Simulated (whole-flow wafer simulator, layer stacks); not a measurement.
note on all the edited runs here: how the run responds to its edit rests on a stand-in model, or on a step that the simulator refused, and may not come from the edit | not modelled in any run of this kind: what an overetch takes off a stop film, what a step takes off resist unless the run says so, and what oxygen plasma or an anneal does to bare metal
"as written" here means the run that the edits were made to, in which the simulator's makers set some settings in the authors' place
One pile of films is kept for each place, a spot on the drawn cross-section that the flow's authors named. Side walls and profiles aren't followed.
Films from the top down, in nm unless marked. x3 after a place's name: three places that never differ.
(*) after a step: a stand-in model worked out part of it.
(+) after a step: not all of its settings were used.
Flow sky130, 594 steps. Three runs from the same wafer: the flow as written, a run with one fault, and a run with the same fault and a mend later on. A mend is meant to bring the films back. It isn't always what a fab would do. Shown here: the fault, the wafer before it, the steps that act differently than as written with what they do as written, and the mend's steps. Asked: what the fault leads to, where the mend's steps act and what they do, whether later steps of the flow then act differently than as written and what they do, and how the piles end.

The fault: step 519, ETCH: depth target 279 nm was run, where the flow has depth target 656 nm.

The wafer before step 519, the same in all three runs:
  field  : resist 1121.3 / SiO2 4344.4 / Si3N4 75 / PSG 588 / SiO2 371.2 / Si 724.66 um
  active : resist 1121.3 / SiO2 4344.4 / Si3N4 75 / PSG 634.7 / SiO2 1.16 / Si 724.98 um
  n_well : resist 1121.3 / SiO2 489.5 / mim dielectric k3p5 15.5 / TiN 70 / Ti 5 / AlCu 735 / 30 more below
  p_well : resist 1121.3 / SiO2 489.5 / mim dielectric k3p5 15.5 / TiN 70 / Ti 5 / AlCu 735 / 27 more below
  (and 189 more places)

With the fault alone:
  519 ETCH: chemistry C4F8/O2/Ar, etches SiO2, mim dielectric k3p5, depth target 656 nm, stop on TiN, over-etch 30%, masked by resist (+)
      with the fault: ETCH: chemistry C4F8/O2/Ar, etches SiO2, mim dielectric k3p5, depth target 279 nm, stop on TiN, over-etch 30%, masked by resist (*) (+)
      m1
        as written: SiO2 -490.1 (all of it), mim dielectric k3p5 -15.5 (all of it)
        with the fault: SiO2 -279
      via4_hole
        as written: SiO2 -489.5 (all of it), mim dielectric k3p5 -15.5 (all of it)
        with the fault: SiO2 -279
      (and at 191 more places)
  Later steps of the flow that act differently than as written (1 more step differs only slightly, by at most 2% or 0.5 nm, whichever is larger, and isn't shown):
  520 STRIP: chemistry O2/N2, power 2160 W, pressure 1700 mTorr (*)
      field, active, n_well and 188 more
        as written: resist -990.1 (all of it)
        with the fault: resist -1065.5 (all of it)
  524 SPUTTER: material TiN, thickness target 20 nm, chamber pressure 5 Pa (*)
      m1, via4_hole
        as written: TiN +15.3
        with the fault: TiN +17 (new film)
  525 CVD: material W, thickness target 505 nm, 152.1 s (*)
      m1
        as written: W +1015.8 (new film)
        with the fault: W +590.3 (new film)
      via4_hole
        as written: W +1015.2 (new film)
        with the fault: W +592 (new film)
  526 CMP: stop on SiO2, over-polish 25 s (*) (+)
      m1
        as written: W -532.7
        with the fault: W -335.9
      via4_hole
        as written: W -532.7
        with the fault: W -337.7
  At the end the piles differ from the flow's by more than 2% or 0.5 nm, whichever is larger, at m1, via4_hole.
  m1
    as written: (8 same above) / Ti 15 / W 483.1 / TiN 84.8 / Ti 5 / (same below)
    with the fault: (8 same above) / Ti 15 / W 254.3 / TiN 17 / SiO2 211.1 / mim dielectric k3p5 15.5 / TiN 70 / Ti 5 / (same below)
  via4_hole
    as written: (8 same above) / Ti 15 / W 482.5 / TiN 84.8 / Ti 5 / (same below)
    with the fault: (8 same above) / Ti 15 / W 254.3 / TiN 17 / SiO2 210.5 / mim dielectric k3p5 15.5 / TiN 70 / Ti 5 / (same below)

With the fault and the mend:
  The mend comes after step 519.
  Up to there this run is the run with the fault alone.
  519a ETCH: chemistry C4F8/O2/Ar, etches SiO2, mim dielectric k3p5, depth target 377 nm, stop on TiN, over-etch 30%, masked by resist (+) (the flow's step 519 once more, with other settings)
      field, active, n_well and 188 more
        resist -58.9
      m1
        SiO2 -211.1 (all of it), mim dielectric k3p5 -15.5 (all of it)
      via4_hole
        SiO2 -210.5 (all of it), mim dielectric k3p5 -15.5 (all of it)
  No later step of the flow acts differently than as written, at any place that is followed, by more than 2% or 0.5 nm, whichever is larger.
  At the end the piles are the same as the flow's at every place that both follow.
